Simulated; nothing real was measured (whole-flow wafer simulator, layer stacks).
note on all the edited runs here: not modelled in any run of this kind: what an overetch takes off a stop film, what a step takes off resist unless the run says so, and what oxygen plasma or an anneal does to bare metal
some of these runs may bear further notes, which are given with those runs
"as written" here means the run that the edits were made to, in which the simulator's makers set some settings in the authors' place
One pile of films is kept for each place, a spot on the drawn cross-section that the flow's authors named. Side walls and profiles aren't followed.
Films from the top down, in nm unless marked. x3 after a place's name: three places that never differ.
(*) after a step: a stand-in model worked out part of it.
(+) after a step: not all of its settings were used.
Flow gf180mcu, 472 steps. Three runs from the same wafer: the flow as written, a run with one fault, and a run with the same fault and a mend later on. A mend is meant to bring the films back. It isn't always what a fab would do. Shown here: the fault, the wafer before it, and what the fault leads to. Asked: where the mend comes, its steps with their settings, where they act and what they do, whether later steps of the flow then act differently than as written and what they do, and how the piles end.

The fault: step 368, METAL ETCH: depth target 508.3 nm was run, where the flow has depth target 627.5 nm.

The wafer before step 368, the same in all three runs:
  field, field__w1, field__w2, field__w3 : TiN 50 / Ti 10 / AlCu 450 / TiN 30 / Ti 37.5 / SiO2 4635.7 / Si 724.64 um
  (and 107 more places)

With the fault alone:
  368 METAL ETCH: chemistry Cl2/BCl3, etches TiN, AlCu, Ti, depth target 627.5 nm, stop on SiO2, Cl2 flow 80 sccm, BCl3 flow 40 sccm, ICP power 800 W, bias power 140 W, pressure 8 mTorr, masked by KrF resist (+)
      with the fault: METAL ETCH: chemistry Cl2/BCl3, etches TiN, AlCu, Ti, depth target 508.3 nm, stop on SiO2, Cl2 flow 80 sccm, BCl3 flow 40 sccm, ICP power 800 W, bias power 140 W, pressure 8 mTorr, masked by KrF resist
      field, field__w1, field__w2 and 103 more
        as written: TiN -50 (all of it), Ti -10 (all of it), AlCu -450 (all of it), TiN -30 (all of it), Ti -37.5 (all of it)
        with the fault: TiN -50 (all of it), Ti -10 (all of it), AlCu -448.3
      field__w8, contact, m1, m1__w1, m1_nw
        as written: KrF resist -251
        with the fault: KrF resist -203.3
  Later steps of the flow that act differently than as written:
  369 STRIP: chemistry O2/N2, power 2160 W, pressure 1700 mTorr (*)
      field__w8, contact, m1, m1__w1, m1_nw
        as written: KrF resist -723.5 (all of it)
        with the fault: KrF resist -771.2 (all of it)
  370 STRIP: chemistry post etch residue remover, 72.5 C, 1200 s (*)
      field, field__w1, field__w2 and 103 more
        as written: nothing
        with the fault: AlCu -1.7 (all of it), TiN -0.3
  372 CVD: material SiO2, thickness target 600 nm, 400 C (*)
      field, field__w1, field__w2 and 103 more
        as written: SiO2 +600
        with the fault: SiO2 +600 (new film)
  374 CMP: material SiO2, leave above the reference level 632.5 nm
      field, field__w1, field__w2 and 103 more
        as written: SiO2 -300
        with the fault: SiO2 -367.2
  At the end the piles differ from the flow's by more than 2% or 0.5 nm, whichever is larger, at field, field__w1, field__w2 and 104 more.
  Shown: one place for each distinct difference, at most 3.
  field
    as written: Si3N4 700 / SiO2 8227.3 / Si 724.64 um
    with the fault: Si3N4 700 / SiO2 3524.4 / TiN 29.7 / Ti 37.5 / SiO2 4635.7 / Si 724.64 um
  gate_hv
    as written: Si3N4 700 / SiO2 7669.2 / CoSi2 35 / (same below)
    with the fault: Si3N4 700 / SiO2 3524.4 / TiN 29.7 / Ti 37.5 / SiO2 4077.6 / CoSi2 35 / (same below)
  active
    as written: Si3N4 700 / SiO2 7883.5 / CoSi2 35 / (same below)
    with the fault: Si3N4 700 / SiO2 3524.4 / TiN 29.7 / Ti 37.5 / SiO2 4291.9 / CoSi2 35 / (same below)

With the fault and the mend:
  The mend comes after step 370.
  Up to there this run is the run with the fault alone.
  370a DEHYDRATE: 200 C, 60 s (the flow's step 361 once more)
      changes no film at any place that is followed
  370b HMDS: 120 C, 60 s (the flow's step 362 once more)
      changes no film at any place that is followed
  370c COAT: KrF resist, thickness 1000 nm (*) (the flow's step 363 once more)
      iso_ptap_pw, iso_ntap_nw, iso_nw_fld and 33 more
        KrF resist +1000 (new film)
      field_sub, field_sub__w1, field_sub__w2 and 10 more
        KrF resist +1002.9 (new film)
      field__w11, field__w13, p_well and 7 more
        KrF resist +1003.3 (new film)
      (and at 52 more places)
  370d SOFTBAKE: KrF resist (the flow's step 364 once more)
      changes no film at any place that is followed
  370e EXPOSE: photomask Metal4 (the flow's step 365 once more)
      changes no film at any place that is followed
  370f PEB: KrF resist, 135 C, 90 s (the flow's step 366 once more)
      field__w1, field__w2, field__w3 and 55 more
        KrF resist -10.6
      iso_ptap_pw, iso_ntap_nw, iso_nw_fld and 33 more
        KrF resist -10.5
      gate_hv, sd_p, nw_enc_fld_lv__w3, polyc_n, polyc_n_rim
        KrF resist -10.7
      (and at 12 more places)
  370g DEVELOP: thickness 1000 nm, 60 s (the flow's step 367 once more)
      iso_ptap_pw, iso_ntap_nw, iso_nw_fld and 33 more
        KrF resist -989.5 (all of it)
      field_sub, field_sub__w1, field_sub__w2 and 8 more
        KrF resist -992.3 (all of it)
      p_well, sti, spacer and 6 more
        KrF resist -992.7 (all of it)
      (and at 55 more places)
  370h METAL ETCH: chemistry Cl2/BCl3, etches TiN, AlCu, Ti, depth target 119.2 nm, stop on SiO2, Cl2 flow 80 sccm, BCl3 flow 40 sccm, ICP power 800 W, bias power 140 W, pressure 8 mTorr, masked by KrF resist (+) (the flow's step 368 once more, with other settings)
      field, field__w1, field__w2 and 103 more
        TiN -29.7 (all of it), Ti -37.5 (all of it)
      field__w8, contact, m1, m1__w1, m1_nw
        KrF resist -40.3
  370i STRIP: chemistry O2/N2, power 2160 W, pressure 1700 mTorr (*) (the flow's step 369 once more)
      field__w8
        KrF resist -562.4 (all of it)
      contact
        KrF resist -560.3 (all of it)
      m1
        KrF resist -563.4 (all of it)
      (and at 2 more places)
  370j STRIP: chemistry post etch residue remover, 72.5 C, 1200 s (*) (the flow's step 370 once more)
      field__w8, contact, m1, m1__w1, m1_nw
        TiN -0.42
  No later step of the flow acts differently than as written, at any place that is followed, by more than 2% or 0.5 nm, whichever is larger.
  At the end the piles differ from the flow's only slightly at the places that both follow, by at most 2% or 0.5 nm, whichever is larger.
